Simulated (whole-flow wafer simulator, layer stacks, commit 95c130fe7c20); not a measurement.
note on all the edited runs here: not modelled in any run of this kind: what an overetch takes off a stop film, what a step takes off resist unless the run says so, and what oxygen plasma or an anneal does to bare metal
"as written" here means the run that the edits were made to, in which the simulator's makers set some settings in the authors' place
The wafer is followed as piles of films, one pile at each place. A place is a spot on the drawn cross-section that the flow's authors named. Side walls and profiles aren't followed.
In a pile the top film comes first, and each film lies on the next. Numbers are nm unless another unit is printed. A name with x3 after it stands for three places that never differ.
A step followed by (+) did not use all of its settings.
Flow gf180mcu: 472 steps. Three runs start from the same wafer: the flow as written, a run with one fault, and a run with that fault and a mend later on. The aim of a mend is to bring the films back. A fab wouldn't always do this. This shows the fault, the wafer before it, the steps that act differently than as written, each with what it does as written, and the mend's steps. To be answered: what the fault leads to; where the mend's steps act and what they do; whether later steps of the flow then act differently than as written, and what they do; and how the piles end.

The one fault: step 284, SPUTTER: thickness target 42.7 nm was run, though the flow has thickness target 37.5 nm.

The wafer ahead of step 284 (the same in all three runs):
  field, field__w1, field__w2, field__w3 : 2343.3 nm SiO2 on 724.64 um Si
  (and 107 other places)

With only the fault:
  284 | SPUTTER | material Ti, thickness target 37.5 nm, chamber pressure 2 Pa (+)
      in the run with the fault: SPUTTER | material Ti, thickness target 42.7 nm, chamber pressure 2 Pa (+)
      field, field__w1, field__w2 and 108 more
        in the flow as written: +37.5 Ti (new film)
        in the run with the fault: +42.7 Ti (new film)
  Later steps of the flow acting differently than as written (1 other step is not shown; it differs only slightly, by no more than 2% or 0.5 nm, whichever is larger):
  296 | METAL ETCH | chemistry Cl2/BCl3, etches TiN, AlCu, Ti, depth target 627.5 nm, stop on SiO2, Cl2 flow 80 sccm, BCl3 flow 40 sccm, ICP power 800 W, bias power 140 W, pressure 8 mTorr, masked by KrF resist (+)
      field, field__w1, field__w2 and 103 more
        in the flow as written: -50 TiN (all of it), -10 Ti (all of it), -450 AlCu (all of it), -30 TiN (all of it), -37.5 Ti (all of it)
        in the run with the fault: -50 TiN (all of it), -10 Ti (all of it), -450 AlCu (all of it), -30 TiN (all of it), -42.7 Ti (all of it)
  By the end, the piles at field__w8, contact, m1, m1__w1, m1_nw depart from the flow's by more than 2% or 0.5 nm, whichever is larger.
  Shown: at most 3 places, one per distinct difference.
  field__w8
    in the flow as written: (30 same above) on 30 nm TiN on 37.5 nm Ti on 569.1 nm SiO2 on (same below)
    in the run with the fault: (30 same above) on 30 nm TiN on 42.7 nm Ti on 569.1 nm SiO2 on (same below)
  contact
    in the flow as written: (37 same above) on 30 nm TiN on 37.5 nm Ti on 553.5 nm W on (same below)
    in the run with the fault: (37 same above) on 30 nm TiN on 42.7 nm Ti on 553.5 nm W on (same below)

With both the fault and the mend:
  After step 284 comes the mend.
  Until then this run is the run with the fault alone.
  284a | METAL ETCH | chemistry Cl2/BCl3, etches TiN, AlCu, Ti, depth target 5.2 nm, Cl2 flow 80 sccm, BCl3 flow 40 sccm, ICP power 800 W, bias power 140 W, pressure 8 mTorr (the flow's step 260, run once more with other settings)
      field, field__w1, field__w2 and 108 more
        -5.2 Ti
  None of the later steps of the flow acts differently than as written at any place that is followed.
  At every place that both follow, the piles at the end match the flow's.
